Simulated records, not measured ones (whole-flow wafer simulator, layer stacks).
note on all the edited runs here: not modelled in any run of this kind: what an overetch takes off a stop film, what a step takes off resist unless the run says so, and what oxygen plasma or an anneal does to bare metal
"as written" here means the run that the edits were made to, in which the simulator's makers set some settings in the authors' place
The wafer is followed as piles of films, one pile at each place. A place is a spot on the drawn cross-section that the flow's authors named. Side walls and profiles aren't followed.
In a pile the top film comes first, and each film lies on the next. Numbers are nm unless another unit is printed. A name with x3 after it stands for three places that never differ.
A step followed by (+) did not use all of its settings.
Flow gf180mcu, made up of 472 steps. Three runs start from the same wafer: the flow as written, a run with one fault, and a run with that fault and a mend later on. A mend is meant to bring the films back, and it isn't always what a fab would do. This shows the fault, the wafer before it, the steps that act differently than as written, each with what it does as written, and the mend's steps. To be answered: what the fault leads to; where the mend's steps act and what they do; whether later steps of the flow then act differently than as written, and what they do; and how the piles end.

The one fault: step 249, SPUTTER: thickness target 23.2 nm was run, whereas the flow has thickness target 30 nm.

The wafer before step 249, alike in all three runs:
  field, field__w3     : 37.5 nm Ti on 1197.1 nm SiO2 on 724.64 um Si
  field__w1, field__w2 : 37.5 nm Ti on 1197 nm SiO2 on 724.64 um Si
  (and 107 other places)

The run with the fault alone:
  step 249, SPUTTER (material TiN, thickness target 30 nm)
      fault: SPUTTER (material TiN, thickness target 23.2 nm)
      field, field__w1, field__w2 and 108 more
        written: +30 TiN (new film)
        fault: +23.2 TiN (new film)
  Steps further on in the flow that do not act as written:
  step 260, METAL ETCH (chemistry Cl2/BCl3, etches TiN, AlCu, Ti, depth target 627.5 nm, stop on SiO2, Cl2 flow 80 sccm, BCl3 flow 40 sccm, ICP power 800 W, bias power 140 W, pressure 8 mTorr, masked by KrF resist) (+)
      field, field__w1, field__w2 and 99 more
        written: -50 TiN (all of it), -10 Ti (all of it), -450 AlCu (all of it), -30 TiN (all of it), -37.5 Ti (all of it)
        fault: -50 TiN (all of it), -10 Ti (all of it), -450 AlCu (all of it), -23.2 TiN (all of it), -37.5 Ti (all of it)
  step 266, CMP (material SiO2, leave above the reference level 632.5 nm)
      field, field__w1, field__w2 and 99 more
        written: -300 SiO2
        fault: -306.8 SiO2
  At field__w8, contact, m1 and 6 more, the piles at the end differ from the flow's by more than 2% or 0.5 nm, whichever is larger.
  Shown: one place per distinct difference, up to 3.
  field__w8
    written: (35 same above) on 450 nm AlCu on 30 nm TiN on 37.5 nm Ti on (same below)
    fault: (35 same above) on 450 nm AlCu on 23.2 nm TiN on 37.5 nm Ti on (same below)
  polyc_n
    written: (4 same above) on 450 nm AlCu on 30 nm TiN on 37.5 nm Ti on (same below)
    fault: (4 same above) on 450 nm AlCu on 23.2 nm TiN on 37.5 nm Ti on (same below)
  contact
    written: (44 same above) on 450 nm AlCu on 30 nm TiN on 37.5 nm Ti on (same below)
    fault: (44 same above) on 450 nm AlCu on 23.2 nm TiN on 37.5 nm Ti on (same below)

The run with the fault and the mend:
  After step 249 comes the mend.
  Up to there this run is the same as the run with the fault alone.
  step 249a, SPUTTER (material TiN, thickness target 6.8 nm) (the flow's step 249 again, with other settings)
      field, field__w1, field__w2 and 108 more
        +6.8 TiN
  Every later step of the flow that is run acts as written at every place that is followed.
  The piles end the same as the flow's at every place that both follow.
